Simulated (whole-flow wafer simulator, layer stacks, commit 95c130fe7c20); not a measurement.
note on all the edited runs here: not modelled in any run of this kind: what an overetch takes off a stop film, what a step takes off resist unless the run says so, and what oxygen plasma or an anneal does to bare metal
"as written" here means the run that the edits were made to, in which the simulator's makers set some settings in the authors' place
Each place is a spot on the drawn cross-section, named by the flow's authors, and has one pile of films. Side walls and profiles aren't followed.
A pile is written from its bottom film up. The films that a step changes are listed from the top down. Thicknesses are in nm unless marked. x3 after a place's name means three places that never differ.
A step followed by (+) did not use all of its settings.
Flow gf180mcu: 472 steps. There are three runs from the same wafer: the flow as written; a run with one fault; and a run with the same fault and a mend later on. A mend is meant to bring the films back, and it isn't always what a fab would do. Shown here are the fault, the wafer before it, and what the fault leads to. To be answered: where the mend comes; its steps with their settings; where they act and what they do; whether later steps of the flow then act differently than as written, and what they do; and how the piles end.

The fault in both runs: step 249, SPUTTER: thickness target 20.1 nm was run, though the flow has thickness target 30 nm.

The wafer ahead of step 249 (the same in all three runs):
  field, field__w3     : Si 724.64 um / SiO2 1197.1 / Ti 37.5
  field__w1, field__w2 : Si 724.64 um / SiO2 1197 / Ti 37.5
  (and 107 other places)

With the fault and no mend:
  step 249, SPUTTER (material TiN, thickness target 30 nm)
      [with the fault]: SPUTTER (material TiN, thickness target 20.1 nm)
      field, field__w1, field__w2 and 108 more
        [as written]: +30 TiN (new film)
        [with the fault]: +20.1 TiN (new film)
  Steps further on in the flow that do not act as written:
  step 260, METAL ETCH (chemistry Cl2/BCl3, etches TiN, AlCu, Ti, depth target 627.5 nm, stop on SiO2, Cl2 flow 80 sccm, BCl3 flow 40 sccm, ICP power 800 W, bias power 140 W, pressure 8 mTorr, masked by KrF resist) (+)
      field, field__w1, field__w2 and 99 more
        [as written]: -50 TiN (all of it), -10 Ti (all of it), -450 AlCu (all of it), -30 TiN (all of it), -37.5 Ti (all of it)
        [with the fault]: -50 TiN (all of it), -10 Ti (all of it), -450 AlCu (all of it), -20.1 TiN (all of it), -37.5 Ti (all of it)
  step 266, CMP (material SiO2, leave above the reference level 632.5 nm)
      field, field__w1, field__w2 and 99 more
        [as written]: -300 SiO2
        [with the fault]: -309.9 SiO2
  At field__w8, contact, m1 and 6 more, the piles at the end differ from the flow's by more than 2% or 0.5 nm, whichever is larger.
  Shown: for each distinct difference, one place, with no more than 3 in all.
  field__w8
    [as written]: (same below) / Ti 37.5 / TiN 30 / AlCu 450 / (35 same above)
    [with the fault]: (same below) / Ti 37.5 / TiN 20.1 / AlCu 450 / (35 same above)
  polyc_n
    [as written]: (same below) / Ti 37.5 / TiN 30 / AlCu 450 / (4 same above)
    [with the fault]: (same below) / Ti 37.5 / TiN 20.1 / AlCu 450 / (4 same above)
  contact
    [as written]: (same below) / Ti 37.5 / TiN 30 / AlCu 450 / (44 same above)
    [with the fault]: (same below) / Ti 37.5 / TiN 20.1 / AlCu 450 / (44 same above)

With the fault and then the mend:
  The mend stands after step 249.
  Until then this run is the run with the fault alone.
  step 249a, SPUTTER (material TiN, thickness target 9.9 nm) (the flow's step 249, run once more with other settings)
      field, field__w1, field__w2 and 108 more
        +9.9 TiN
  Later steps of the flow that are run all act as written at every place that is followed.
  At every place that both follow, the piles at the end match the flow's.
